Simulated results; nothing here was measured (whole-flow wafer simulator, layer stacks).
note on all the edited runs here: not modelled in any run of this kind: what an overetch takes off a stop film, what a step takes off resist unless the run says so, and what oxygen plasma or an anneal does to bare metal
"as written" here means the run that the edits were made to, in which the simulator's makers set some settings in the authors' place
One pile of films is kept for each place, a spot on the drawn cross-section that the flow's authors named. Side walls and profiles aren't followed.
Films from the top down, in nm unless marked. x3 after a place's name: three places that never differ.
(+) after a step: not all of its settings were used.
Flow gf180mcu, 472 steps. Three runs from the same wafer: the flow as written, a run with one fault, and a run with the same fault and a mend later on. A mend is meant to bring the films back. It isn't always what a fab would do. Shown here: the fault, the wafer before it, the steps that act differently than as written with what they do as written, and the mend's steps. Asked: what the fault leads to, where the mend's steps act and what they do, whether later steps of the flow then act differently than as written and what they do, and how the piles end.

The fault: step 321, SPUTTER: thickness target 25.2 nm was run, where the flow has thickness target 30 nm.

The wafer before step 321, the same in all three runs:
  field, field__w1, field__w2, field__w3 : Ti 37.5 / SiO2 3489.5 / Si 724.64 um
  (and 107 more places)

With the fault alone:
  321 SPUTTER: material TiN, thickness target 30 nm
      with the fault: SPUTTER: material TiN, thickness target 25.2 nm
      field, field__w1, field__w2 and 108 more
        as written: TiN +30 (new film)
        with the fault: TiN +25.2 (new film)
  Later steps of the flow that act differently than as written (1 more step differs only slightly, by at most 2% or 0.5 nm, whichever is larger, and isn't shown):
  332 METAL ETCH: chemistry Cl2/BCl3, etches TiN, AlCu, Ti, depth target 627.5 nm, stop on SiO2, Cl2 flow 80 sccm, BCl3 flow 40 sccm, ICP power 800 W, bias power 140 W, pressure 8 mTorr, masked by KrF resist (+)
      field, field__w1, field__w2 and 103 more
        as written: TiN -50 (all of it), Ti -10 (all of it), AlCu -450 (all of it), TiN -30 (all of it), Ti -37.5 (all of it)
        with the fault: TiN -50 (all of it), Ti -10 (all of it), AlCu -450 (all of it), TiN -25.2 (all of it), Ti -37.5 (all of it)
  At the end the piles differ from the flow's by more than 2% or 0.5 nm, whichever is larger, at field__w8, contact, m1, m1__w1, m1_nw.
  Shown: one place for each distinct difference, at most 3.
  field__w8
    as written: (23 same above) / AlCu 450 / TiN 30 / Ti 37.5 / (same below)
    with the fault: (23 same above) / AlCu 450 / TiN 25.2 / Ti 37.5 / (same below)
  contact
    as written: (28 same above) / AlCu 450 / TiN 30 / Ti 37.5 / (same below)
    with the fault: (28 same above) / AlCu 450 / TiN 25.2 / Ti 37.5 / (same below)

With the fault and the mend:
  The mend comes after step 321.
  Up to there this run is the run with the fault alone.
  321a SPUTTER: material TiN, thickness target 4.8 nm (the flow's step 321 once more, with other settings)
      field, field__w1, field__w2 and 108 more
        TiN +4.8
  No later step of the flow acts differently than as written at any place that is followed.
  At the end the piles are the same as the flow's at every place that both follow.
